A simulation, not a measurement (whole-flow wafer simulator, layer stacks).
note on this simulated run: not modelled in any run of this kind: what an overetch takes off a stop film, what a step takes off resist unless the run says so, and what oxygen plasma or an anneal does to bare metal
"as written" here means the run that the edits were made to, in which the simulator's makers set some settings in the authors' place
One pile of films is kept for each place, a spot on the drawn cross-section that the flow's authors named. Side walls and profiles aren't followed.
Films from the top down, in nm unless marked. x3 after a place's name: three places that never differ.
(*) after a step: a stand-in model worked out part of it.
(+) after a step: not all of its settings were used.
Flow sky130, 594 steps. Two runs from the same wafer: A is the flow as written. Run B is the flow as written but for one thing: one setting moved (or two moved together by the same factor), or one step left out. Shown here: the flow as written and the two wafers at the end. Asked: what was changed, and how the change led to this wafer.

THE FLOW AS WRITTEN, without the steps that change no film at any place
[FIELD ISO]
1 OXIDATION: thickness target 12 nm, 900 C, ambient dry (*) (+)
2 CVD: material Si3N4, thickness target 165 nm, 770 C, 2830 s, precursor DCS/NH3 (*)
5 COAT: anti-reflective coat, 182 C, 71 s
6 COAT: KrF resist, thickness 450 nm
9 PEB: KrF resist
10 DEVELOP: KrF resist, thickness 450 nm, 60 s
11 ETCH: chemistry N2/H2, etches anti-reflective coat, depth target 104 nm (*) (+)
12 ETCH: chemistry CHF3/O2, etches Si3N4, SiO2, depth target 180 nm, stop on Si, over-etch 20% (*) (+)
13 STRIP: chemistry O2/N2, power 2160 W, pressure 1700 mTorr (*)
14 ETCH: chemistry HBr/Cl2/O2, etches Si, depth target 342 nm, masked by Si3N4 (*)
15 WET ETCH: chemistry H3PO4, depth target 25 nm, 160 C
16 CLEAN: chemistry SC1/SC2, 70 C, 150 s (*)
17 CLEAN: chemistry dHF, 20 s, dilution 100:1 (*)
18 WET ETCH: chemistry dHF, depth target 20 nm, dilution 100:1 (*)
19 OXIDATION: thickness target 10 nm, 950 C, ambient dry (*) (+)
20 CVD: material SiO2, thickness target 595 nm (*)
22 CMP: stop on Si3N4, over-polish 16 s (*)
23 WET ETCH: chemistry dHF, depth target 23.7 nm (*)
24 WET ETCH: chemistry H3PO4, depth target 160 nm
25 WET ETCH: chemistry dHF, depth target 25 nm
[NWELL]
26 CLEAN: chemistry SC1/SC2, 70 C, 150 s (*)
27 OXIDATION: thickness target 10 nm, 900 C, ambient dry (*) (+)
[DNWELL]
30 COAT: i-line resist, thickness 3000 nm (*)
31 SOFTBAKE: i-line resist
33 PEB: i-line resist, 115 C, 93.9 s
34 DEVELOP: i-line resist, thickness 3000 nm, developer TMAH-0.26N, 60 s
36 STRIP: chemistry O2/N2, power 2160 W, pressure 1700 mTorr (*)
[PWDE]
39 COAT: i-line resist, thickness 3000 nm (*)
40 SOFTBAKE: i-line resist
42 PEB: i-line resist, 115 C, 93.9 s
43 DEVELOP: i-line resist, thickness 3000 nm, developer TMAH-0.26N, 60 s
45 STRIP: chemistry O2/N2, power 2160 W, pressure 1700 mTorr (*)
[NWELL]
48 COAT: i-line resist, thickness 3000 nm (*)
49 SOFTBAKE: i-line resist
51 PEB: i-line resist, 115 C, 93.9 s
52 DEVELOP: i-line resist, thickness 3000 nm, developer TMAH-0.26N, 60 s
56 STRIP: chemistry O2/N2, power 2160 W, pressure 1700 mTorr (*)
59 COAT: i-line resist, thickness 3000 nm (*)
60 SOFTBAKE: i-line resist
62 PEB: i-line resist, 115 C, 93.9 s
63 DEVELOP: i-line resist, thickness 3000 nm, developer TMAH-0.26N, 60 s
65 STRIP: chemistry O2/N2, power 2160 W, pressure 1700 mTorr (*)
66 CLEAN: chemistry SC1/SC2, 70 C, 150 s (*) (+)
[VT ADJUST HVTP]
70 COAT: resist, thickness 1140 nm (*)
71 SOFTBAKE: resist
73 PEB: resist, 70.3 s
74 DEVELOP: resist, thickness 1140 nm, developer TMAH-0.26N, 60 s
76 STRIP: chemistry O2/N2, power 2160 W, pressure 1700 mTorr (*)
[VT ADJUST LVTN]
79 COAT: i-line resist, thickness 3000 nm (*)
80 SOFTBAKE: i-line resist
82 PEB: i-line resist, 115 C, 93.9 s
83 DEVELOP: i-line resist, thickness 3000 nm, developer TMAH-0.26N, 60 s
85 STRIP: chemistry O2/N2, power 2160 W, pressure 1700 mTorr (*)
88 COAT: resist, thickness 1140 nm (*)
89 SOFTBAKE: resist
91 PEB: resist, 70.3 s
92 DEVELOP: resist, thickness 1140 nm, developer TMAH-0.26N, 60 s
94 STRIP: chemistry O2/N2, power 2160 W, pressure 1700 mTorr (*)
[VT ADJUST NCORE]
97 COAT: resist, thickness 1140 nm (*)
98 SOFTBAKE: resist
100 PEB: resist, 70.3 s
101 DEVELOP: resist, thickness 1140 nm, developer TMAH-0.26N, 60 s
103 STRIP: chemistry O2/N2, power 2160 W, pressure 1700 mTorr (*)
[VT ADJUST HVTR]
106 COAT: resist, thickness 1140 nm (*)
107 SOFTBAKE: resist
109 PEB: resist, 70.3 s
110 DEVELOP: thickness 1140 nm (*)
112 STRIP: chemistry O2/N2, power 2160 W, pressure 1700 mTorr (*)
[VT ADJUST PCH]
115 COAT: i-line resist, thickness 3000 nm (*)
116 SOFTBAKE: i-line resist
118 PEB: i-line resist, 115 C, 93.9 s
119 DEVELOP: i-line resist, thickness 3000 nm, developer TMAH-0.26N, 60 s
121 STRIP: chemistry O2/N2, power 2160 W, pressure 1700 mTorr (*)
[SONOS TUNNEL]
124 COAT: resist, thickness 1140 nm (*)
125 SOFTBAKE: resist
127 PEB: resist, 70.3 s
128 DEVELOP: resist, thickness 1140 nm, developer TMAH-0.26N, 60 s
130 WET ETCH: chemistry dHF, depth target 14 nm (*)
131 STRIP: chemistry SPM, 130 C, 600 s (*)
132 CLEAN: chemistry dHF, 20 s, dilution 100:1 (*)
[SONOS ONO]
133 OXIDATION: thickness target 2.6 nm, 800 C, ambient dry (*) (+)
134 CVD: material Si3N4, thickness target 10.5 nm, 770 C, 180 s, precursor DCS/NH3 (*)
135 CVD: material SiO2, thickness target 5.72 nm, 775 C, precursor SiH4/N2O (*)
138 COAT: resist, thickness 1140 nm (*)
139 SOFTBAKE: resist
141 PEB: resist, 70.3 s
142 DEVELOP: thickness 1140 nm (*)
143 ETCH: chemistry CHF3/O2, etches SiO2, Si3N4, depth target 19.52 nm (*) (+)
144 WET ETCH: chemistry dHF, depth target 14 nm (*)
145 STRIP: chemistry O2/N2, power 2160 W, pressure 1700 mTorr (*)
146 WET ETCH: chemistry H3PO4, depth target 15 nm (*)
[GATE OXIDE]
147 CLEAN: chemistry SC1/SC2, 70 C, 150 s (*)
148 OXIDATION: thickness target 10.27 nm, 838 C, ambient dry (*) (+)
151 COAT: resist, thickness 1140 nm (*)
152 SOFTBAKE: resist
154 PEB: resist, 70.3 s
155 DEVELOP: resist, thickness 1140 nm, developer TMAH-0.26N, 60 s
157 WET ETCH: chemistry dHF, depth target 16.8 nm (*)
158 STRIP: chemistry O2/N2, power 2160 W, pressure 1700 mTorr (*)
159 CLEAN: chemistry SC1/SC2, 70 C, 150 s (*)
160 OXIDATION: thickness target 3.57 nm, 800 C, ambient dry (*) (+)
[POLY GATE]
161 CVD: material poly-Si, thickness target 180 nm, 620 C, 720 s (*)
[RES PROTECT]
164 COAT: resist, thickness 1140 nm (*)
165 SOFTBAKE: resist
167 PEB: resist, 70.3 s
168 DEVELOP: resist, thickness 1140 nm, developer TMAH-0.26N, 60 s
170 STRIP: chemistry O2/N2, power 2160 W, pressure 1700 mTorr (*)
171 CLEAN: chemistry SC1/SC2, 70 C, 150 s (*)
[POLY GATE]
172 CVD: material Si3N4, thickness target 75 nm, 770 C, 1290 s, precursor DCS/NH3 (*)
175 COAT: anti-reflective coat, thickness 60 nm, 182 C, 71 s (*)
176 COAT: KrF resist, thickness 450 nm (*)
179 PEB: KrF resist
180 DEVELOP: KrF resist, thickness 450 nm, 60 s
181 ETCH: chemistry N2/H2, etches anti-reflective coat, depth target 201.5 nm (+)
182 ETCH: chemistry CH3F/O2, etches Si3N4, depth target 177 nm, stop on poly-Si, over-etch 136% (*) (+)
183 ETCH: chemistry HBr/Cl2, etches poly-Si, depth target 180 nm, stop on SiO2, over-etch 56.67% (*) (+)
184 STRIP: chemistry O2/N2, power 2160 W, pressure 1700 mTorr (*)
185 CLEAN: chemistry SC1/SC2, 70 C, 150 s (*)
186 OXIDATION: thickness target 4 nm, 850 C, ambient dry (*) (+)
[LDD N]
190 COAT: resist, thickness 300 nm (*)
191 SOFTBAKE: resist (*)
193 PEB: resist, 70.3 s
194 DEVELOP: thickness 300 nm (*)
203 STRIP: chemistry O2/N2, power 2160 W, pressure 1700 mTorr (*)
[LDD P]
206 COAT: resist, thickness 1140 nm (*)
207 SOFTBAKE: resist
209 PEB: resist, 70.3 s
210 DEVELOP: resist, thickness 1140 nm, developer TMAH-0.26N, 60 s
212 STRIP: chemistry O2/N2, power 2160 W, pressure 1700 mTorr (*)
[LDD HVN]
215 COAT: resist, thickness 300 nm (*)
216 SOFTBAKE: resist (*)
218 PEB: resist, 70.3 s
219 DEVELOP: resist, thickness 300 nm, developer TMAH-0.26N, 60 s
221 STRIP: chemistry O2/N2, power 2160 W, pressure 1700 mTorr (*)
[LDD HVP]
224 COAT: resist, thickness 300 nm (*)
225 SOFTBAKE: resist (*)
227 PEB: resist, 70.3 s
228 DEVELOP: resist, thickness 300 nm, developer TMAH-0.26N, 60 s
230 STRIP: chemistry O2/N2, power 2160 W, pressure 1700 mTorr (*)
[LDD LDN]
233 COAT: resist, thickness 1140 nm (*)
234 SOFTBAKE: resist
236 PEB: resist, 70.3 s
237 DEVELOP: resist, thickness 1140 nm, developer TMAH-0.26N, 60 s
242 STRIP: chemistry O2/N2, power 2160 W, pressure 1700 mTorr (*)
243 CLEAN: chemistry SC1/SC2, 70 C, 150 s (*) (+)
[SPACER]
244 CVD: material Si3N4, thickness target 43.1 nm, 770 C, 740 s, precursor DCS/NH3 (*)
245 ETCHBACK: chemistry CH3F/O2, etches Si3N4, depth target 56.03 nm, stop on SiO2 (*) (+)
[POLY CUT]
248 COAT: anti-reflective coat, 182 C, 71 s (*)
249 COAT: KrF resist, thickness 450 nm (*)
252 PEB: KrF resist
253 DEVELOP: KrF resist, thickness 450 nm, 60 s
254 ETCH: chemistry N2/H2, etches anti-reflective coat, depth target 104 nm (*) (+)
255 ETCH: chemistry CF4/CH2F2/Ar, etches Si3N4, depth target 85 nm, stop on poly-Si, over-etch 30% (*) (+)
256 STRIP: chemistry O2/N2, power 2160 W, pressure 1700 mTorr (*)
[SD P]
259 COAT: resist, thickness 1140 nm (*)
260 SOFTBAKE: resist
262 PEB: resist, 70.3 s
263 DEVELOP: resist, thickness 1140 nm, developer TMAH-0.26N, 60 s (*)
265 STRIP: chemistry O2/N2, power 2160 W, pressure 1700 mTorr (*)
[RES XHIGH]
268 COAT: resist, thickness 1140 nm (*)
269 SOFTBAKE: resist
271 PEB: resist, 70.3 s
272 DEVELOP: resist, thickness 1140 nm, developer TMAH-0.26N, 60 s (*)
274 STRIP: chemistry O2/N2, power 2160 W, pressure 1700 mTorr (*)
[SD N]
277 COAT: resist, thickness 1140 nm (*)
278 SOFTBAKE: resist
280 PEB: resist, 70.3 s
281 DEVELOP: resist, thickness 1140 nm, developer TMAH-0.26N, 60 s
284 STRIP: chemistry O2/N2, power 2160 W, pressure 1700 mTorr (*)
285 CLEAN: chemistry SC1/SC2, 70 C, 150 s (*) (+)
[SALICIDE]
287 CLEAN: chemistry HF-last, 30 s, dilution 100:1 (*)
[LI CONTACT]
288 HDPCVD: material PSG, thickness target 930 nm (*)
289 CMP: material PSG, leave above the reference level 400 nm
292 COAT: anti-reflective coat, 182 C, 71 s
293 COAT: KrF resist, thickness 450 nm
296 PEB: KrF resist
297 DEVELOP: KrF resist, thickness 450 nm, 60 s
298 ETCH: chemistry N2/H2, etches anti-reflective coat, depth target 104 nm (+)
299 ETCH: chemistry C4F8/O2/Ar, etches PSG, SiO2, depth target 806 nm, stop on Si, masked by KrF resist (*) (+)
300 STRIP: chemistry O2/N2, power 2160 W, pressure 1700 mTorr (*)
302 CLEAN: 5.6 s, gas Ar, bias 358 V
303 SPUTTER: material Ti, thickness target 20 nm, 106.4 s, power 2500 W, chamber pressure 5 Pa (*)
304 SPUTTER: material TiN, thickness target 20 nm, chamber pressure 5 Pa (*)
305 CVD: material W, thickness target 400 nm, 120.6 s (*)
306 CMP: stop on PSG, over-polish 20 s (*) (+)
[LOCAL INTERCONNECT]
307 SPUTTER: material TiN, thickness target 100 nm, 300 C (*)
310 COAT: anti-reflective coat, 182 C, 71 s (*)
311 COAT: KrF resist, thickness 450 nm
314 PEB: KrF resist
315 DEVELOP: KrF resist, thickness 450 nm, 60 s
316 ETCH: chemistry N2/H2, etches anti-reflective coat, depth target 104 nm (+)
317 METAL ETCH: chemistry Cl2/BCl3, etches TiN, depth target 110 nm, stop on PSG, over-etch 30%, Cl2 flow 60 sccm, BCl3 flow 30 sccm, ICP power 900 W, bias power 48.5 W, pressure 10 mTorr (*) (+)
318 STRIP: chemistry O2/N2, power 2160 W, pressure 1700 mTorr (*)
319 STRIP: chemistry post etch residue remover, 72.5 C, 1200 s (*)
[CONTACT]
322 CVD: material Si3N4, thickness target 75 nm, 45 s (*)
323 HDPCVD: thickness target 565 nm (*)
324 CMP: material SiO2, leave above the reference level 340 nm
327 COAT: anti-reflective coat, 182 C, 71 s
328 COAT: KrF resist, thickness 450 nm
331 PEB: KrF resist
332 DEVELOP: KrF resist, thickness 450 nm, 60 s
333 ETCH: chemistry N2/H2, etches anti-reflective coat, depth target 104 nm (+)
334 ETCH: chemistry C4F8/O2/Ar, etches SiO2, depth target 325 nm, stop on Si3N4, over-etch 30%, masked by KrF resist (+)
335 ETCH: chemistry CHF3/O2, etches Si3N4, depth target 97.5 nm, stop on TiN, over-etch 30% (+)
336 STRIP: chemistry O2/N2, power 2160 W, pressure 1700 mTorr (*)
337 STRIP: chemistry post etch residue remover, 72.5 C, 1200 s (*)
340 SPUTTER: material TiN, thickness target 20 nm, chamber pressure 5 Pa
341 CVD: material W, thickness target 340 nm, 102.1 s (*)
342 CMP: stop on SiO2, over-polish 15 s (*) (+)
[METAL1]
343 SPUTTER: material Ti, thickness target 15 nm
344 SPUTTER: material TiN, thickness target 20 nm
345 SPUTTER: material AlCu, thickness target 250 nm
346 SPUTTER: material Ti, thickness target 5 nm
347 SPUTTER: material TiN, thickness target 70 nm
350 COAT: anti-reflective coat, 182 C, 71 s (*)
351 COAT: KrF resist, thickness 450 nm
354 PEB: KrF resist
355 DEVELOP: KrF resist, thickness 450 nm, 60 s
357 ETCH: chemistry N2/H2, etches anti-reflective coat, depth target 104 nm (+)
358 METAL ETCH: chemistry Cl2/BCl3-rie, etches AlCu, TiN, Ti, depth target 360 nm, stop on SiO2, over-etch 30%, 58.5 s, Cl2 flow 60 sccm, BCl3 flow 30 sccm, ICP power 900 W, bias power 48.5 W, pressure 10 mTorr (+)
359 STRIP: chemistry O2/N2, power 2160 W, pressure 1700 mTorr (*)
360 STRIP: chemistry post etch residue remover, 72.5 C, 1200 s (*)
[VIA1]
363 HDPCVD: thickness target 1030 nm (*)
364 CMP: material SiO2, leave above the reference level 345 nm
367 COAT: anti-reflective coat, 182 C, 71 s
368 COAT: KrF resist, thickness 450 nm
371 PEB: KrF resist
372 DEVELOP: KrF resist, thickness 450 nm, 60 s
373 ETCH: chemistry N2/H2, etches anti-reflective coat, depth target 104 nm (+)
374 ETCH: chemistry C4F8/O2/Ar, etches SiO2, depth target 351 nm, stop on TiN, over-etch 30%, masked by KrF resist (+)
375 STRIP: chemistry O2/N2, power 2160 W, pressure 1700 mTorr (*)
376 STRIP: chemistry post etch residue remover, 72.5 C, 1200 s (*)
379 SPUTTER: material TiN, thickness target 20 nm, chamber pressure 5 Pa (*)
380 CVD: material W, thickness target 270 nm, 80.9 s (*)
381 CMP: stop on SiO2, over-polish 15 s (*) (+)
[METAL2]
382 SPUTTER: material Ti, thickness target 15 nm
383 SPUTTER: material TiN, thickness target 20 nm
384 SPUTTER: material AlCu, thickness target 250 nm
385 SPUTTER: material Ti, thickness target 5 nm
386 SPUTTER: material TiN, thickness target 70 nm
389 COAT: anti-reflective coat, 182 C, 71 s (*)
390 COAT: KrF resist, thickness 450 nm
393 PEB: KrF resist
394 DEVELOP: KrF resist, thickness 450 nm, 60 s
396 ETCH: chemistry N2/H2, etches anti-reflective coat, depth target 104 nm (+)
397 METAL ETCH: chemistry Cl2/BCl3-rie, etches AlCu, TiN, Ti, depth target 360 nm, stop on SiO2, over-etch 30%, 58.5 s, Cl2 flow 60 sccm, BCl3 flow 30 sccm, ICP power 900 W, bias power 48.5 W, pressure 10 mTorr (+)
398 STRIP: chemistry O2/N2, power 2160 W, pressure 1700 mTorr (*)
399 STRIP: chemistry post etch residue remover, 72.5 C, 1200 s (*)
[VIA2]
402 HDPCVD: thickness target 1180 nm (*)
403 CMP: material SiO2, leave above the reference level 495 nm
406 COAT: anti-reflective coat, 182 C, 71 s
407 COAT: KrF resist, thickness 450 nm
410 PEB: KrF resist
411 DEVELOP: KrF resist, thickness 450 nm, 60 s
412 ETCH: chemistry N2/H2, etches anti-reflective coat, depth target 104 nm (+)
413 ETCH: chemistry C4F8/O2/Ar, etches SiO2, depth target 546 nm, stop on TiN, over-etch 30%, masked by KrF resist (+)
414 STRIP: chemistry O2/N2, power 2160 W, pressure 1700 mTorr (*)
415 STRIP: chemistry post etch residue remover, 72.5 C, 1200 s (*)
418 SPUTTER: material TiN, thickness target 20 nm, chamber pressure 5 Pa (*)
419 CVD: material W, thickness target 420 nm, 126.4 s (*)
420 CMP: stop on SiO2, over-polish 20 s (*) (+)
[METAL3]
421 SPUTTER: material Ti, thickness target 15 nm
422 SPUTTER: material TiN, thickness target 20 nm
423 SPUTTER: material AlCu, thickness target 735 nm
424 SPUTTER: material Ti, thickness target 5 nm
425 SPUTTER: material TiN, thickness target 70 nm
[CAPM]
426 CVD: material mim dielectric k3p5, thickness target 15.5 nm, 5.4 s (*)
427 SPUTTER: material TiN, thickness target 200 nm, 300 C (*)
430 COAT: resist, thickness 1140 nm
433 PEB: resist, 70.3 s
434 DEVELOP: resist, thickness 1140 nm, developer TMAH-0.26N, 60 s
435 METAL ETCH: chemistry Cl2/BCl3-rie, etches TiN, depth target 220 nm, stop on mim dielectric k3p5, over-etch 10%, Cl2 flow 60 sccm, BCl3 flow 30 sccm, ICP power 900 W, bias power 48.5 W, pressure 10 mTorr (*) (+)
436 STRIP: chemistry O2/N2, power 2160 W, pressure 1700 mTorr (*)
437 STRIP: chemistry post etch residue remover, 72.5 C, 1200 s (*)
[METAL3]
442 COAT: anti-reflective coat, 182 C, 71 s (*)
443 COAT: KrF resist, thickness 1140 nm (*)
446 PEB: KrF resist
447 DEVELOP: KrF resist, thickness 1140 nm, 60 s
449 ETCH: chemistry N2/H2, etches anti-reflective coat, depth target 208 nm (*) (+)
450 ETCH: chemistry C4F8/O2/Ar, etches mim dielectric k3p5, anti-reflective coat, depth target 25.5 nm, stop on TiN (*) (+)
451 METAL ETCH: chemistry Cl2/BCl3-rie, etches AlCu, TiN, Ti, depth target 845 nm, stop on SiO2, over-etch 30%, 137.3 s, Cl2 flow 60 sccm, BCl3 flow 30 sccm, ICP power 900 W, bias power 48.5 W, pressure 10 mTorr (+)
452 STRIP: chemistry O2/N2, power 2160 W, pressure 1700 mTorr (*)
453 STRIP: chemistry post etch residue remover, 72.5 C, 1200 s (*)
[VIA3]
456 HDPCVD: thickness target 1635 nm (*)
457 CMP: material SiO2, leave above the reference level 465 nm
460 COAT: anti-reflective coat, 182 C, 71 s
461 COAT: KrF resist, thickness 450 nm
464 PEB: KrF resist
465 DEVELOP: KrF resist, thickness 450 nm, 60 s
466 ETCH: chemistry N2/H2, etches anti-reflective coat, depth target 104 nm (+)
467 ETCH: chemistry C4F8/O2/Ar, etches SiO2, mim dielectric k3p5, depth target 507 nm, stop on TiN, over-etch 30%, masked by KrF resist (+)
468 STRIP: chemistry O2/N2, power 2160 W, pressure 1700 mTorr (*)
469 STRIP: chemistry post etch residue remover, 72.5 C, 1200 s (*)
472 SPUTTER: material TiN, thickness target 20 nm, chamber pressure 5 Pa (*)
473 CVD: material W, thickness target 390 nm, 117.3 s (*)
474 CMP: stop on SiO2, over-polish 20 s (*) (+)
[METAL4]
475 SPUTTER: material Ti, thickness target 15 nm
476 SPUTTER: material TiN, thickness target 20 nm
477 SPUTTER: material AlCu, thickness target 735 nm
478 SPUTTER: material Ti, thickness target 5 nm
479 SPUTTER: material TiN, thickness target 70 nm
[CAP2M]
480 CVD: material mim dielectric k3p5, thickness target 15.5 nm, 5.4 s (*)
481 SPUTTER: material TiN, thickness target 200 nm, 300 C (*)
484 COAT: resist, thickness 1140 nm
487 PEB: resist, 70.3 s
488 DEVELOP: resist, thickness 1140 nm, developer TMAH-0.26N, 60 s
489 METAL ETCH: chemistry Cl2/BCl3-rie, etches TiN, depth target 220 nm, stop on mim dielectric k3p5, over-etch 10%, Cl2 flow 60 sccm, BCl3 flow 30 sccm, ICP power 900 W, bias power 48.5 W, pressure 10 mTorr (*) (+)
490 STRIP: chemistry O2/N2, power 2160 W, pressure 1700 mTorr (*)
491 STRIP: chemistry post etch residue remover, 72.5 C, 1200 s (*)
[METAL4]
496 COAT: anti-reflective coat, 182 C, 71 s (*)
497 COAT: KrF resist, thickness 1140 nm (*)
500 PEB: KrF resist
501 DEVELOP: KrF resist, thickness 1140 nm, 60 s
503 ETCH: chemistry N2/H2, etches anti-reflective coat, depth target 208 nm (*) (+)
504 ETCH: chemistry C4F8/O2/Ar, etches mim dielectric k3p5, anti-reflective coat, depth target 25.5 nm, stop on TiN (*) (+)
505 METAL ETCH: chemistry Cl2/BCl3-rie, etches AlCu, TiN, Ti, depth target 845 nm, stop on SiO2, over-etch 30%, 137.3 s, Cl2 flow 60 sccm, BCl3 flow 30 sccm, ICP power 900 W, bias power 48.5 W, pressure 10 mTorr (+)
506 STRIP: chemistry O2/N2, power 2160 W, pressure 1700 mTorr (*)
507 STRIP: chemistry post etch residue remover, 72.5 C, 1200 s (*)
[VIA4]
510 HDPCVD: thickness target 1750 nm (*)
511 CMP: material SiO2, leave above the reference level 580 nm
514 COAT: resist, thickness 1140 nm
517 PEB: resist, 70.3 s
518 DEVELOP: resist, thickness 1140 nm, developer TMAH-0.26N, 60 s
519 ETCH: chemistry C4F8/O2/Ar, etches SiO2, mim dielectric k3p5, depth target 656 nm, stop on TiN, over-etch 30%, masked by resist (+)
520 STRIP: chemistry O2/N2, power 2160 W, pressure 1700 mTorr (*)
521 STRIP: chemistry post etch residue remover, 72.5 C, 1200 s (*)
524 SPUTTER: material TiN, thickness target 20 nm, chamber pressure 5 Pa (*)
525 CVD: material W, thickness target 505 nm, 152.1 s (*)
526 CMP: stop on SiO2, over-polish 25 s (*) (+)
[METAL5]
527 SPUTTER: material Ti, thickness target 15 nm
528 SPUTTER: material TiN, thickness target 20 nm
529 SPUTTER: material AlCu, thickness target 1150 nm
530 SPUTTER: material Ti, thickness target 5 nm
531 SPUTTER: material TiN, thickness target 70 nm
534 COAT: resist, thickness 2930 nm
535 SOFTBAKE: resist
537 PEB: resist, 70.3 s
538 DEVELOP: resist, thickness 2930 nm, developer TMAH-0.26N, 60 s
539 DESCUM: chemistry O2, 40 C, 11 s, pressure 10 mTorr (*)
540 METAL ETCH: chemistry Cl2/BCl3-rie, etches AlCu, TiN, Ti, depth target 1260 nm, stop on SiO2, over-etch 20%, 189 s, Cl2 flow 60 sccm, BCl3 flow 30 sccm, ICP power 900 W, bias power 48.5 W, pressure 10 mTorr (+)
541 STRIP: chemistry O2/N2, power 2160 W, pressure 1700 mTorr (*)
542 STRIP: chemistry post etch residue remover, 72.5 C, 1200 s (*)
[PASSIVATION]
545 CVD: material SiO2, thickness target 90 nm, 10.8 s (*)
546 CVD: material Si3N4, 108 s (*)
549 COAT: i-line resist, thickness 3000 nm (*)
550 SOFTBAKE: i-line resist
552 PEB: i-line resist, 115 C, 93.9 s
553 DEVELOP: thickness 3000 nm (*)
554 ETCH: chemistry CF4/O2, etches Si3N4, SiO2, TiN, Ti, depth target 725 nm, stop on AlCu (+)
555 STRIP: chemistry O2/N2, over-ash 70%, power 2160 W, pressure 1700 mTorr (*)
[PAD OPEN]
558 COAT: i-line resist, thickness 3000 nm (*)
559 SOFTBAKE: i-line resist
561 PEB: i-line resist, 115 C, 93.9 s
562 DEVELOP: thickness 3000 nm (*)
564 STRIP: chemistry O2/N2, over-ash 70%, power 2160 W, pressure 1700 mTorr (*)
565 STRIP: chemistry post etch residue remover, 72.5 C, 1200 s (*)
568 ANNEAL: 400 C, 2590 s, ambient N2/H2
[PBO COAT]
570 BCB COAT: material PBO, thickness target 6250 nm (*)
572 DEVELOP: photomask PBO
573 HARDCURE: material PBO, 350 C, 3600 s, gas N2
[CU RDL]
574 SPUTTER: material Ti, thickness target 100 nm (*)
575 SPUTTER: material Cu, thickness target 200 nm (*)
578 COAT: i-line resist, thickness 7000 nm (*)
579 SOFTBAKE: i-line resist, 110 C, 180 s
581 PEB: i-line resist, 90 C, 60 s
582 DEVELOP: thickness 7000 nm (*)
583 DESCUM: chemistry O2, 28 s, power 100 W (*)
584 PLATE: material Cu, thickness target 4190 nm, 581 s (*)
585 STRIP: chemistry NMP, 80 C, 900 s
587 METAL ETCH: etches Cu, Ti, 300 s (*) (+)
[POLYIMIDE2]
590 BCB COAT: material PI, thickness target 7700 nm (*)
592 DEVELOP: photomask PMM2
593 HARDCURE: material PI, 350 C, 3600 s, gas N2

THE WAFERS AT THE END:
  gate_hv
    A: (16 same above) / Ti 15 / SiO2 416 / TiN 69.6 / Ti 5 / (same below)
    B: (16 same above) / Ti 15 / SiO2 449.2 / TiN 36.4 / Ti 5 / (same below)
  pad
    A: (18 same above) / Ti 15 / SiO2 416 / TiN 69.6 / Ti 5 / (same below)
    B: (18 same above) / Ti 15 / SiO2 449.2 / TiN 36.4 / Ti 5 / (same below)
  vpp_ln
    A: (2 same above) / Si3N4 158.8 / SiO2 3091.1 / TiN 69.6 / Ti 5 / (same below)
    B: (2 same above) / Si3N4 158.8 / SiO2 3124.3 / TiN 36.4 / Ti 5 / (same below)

The cause: step 386, SPUTTER: thickness target 36.8 nm was run, where the flow has thickness target 70 nm.

How the change led to this, step by step:
  386 SPUTTER: material TiN, thickness target 70 nm
      field, active, n_well and 188 more: A TiN +70 (new film) | B TiN +36.8 (new film)
  397 METAL ETCH: chemistry Cl2/BCl3-rie, etches AlCu, TiN, Ti, depth target 360 nm, stop on SiO2, over-etch 30%, 58.5 s, Cl2 flow 60 sccm, BCl3 flow 30 sccm, ICP power 900 W, bias power 48.5 W, pressure 10 mTorr (+)
      field, active, gate and 82 more: A TiN -68.7 (all of it), Ti -5 (all of it), AlCu -250 (all of it), TiN -20 (all of it), Ti -15 (all of it), SiO2 -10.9 | B TiN -35.5 (all of it), Ti -5 (all of it), AlCu -250 (all of it), TiN -20 (all of it), Ti -15 (all of it), SiO2 -14.3
  403 CMP: material SiO2, leave above the reference level 495 nm
      n_well, p_well, gate_hv and 101 more: A SiO2 -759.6 | B SiO2 -726.4
      m1, via1_hole: A SiO2 -759.1 | B SiO2 -725.9
  413 ETCH: chemistry C4F8/O2/Ar, etches SiO2, depth target 546 nm, stop on TiN, over-etch 30%, masked by KrF resist (+)
      m1: A SiO2 -420.3 (all of it) | B SiO2 -453.5 (all of it)
      via2_hole: A SiO2 -419.8 (all of it) | B SiO2 -453 (all of it)
  419 CVD: material W, thickness target 420 nm, 126.4 s (*)
      m1: A W +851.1 (new film) | B W +884.8 (new film)
      via2_hole: A W +850.7 (new film) | B W +884.3 (new film)
